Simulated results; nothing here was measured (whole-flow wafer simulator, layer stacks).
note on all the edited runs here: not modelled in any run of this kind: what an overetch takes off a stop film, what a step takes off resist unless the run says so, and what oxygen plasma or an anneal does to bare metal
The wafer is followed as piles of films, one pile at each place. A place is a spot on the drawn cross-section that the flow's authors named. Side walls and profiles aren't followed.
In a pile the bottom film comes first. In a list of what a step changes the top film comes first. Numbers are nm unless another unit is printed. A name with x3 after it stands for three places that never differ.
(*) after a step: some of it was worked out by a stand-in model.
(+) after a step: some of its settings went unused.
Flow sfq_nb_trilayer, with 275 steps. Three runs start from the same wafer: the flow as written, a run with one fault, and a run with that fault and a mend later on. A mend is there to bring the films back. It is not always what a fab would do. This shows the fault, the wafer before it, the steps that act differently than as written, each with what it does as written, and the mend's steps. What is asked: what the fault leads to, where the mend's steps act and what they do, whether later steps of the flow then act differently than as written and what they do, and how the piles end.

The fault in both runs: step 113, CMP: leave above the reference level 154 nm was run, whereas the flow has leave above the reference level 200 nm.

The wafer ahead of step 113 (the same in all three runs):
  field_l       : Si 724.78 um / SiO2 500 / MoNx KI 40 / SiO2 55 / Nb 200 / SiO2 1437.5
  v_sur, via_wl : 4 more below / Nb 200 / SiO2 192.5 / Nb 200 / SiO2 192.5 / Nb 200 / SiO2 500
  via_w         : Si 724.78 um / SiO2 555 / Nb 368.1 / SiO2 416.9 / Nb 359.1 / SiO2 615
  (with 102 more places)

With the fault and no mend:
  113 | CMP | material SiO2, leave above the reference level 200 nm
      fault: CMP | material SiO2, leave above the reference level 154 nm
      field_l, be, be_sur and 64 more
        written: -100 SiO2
        fault: -146 SiO2
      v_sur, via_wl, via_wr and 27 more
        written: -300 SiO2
        fault: -346 SiO2
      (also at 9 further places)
  Later steps of the flow acting differently than as written (not shown: 4 more steps that differ only slightly, by at most 2% or 0.5 nm, whichever is larger):
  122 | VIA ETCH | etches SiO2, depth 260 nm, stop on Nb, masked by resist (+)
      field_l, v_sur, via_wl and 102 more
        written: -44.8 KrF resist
        fault: -39.8 KrF resist
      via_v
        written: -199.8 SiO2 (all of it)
        fault: -153.8 SiO2 (all of it)
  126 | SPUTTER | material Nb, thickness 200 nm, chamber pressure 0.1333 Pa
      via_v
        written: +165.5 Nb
        fault: +175.6 Nb
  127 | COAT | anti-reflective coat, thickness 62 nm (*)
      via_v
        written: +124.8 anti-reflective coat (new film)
        fault: +113.3 anti-reflective coat (new film)
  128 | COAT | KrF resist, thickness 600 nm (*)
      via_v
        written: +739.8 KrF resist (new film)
        fault: +702.5 KrF resist (new film)
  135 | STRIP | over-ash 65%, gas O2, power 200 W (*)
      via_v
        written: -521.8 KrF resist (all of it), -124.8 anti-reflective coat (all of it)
        fault: -484.6 KrF resist (all of it), -113.3 anti-reflective coat (all of it)
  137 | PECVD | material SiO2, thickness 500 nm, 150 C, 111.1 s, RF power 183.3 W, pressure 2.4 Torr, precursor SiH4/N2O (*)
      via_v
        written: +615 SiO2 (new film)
        fault: +534.4 SiO2 (new film)
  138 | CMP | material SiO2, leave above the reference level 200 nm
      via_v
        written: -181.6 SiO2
        fault: -157.1 SiO2
  By the end, the piles at v_sur, via_wl, via_w and 78 more depart from the flow's by more than 2% or 0.5 nm, whichever is larger.
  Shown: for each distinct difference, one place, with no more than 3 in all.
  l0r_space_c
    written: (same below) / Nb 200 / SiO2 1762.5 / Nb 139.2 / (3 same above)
    fault: (same below) / Nb 200 / SiO2 1716.5 / Nb 139.2 / (3 same above)
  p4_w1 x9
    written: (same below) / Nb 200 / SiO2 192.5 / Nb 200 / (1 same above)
    fault: (same below) / Nb 200 / SiO2 146.5 / Nb 200 / (1 same above)
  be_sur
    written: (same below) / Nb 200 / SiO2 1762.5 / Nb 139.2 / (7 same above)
    fault: (same below) / Nb 200 / SiO2 1716.5 / Nb 139.2 / (7 same above)

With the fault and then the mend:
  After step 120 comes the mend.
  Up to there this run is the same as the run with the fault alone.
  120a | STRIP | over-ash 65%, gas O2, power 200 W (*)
      field_l, v_sur, via_wl and 102 more
        -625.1 KrF resist (all of it), -62 anti-reflective coat (all of it)
      via_v
        -62 anti-reflective coat (all of it)
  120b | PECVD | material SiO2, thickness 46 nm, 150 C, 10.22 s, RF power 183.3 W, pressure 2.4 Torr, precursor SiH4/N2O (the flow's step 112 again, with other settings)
      field_l, v_sur, via_wl and 103 more
        +46 SiO2
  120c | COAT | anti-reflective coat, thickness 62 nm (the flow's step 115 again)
      field_l, v_sur, via_wl and 103 more
        +62 anti-reflective coat (new film)
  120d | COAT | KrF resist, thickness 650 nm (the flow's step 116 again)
      field_l, v_sur, via_wl and 103 more
        +650 KrF resist (new film)
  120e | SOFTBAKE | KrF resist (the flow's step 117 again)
      alters no film at any place that is followed
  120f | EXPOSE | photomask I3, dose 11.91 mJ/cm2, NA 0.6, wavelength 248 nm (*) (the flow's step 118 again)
      alters no film at any place that is followed
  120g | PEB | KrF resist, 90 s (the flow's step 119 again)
      field_l, v_sur, via_wl and 103 more
        -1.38 KrF resist
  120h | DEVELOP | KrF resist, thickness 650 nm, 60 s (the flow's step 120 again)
      field_l, v_sur, via_wl and 102 more
        -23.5 KrF resist
      via_v
        -648.6 KrF resist (all of it)
  Later steps of the flow that are run all act as written at every place that is followed.
  The piles end the same as the flow's at every place that both follow.
